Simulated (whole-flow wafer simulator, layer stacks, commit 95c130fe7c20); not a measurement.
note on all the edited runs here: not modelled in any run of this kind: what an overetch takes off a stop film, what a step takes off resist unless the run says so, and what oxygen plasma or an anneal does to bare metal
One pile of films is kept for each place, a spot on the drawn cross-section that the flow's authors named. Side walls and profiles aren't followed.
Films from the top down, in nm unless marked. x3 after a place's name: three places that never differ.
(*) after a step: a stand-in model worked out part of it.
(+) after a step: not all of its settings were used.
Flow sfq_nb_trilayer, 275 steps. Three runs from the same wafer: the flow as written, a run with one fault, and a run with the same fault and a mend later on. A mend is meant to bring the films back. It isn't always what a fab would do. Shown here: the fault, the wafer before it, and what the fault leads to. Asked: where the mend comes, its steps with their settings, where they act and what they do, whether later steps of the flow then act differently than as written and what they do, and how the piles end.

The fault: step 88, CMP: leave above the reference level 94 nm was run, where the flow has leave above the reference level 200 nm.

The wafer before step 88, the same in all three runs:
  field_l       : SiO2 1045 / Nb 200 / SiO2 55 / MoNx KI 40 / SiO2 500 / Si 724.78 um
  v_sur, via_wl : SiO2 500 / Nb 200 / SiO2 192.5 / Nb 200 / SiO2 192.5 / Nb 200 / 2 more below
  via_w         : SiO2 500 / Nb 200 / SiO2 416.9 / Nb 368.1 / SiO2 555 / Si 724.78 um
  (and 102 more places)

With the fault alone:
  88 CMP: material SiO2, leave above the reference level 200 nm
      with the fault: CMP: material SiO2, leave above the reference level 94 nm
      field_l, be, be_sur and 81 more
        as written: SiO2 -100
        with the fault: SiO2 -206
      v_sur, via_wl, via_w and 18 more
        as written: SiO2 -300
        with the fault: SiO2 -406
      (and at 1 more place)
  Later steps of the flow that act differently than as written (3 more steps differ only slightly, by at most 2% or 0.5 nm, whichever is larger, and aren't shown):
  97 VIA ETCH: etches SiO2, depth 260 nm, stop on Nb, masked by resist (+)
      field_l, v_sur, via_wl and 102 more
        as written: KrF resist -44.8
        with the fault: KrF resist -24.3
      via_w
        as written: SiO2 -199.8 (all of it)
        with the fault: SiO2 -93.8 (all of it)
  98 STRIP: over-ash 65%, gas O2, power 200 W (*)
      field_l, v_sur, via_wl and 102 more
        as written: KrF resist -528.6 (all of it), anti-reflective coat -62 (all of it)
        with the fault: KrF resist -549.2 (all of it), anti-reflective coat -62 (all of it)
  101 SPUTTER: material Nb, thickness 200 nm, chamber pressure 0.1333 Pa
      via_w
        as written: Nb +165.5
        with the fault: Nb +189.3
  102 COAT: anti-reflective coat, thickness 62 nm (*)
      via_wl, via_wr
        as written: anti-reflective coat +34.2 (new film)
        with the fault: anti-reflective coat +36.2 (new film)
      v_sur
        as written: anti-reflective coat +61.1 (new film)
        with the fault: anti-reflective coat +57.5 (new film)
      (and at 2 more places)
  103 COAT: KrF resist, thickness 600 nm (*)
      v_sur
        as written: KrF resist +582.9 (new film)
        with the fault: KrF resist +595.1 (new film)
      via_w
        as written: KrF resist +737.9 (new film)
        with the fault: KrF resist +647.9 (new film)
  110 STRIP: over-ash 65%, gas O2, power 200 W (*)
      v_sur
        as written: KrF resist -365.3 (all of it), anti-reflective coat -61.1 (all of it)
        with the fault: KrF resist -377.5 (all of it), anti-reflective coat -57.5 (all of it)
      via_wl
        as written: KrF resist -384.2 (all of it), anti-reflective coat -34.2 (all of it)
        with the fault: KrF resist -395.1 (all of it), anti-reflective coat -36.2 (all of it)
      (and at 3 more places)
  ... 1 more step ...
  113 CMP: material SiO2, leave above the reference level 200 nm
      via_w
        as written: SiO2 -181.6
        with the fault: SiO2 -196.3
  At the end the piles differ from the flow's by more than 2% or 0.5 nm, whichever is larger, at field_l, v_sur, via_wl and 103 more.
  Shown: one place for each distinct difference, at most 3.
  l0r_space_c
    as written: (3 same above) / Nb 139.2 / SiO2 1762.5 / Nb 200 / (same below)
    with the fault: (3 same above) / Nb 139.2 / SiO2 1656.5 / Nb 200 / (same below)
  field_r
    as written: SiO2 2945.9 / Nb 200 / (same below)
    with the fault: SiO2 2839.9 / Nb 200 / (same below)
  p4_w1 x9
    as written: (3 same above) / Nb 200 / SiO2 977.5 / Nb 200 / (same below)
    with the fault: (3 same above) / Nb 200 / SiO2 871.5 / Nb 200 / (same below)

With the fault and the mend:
  The mend comes after step 95.
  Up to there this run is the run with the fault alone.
  95a STRIP: over-ash 65%, gas O2, power 200 W (*)
      field_l, v_sur, via_wl and 102 more
        KrF resist -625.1 (all of it), anti-reflective coat -62 (all of it)
      via_w
        anti-reflective coat -62 (all of it)
  95b PECVD: material SiO2, thickness 106 nm, 150 C, 23.56 s, RF power 183.3 W, pressure 2.4 Torr, precursor SiH4/N2O (the flow's step 87 once more, with other settings)
      field_l, v_sur, via_wl and 103 more
        SiO2 +106
  95c COAT: anti-reflective coat, thickness 62 nm (the flow's step 90 once more)
      field_l, v_sur, via_wl and 103 more
        anti-reflective coat +62 (new film)
  95d COAT: KrF resist, thickness 650 nm (the flow's step 91 once more)
      field_l, v_sur, via_wl and 103 more
        KrF resist +650 (new film)
  95e SOFTBAKE: KrF resist (the flow's step 92 once more)
      changes no film at any place that is followed
  95f EXPOSE: photomask I2, dose 11.91 mJ/cm2, NA 0.6, wavelength 248 nm (*) (the flow's step 93 once more)
      changes no film at any place that is followed
  95g PEB: KrF resist, 90 s (the flow's step 94 once more)
      field_l, v_sur, via_wl and 103 more
        KrF resist -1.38
  95h DEVELOP: KrF resist, thickness 650 nm, 60 s (the flow's step 95 once more)
      field_l, v_sur, via_wl and 102 more
        KrF resist -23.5
      via_w
        KrF resist -648.6 (all of it)
  No later step of the flow acts differently than as written at any place that is followed.
  At the end the piles are the same as the flow's at every place that both follow.
